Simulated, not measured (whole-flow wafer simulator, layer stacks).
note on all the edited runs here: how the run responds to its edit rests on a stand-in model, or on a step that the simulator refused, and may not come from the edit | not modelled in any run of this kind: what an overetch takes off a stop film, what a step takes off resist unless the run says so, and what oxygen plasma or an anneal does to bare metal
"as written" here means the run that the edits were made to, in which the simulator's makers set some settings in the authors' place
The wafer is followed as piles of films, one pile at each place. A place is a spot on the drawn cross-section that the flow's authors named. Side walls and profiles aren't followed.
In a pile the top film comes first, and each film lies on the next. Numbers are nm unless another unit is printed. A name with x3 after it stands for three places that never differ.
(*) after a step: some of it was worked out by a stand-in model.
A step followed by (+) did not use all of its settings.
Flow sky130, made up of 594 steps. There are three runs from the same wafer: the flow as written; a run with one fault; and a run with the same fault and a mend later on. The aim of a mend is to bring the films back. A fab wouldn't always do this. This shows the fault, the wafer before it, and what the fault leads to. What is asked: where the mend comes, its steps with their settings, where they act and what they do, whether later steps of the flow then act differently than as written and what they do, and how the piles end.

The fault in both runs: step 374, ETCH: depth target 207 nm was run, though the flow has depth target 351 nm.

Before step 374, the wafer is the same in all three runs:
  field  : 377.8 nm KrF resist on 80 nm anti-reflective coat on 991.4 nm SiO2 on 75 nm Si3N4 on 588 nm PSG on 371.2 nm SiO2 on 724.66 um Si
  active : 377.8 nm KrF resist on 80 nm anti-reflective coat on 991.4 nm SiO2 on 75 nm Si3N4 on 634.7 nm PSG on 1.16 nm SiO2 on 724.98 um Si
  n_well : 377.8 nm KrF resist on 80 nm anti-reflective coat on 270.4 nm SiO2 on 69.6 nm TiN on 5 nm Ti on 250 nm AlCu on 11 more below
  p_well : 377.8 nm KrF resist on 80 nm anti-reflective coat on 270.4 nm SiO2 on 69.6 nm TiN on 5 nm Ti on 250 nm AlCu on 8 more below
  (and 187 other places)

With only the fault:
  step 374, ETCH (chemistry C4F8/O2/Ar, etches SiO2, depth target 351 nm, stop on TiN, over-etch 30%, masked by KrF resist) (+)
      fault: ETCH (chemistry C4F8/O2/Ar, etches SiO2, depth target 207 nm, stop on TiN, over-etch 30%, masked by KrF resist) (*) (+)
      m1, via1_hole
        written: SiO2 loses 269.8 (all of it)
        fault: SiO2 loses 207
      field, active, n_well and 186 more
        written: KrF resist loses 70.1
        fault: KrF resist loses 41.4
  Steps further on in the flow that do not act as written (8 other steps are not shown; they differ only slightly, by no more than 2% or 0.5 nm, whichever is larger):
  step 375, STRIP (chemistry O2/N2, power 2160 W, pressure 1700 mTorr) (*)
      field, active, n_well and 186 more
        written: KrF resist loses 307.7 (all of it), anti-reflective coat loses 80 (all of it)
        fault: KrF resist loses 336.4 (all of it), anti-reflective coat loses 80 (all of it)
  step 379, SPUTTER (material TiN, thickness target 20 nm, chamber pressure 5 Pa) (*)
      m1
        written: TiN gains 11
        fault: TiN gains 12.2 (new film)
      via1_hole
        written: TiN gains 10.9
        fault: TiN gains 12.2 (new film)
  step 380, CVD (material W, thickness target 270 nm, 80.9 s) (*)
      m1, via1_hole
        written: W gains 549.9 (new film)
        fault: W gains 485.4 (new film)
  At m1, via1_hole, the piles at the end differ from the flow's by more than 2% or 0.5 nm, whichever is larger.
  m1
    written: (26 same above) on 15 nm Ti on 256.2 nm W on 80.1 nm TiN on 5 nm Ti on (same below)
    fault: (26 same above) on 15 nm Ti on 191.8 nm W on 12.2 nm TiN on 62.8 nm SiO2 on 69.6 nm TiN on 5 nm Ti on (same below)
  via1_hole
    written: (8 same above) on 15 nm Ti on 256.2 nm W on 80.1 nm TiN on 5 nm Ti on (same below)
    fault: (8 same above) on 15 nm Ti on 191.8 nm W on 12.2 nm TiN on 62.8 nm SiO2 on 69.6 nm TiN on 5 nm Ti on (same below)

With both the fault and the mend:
  After step 374 comes the mend.
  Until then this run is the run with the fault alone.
  step 374a, ETCH (chemistry C4F8/O2/Ar, etches SiO2, depth target 144 nm, stop on TiN, over-etch 30%, masked by KrF resist) (+) (the flow's step 374, run once more with other settings)
      field, active, n_well and 186 more
        KrF resist loses 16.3
      m1, via1_hole
        SiO2 loses 62.8 (all of it)
  Steps further on in the flow that do not act as written:
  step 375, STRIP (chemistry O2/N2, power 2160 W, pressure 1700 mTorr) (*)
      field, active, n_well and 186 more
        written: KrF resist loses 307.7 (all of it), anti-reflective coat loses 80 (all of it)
        mend: KrF resist loses 320.1 (all of it), anti-reflective coat loses 80 (all of it)
  The piles end the same as the flow's at every place that both follow.
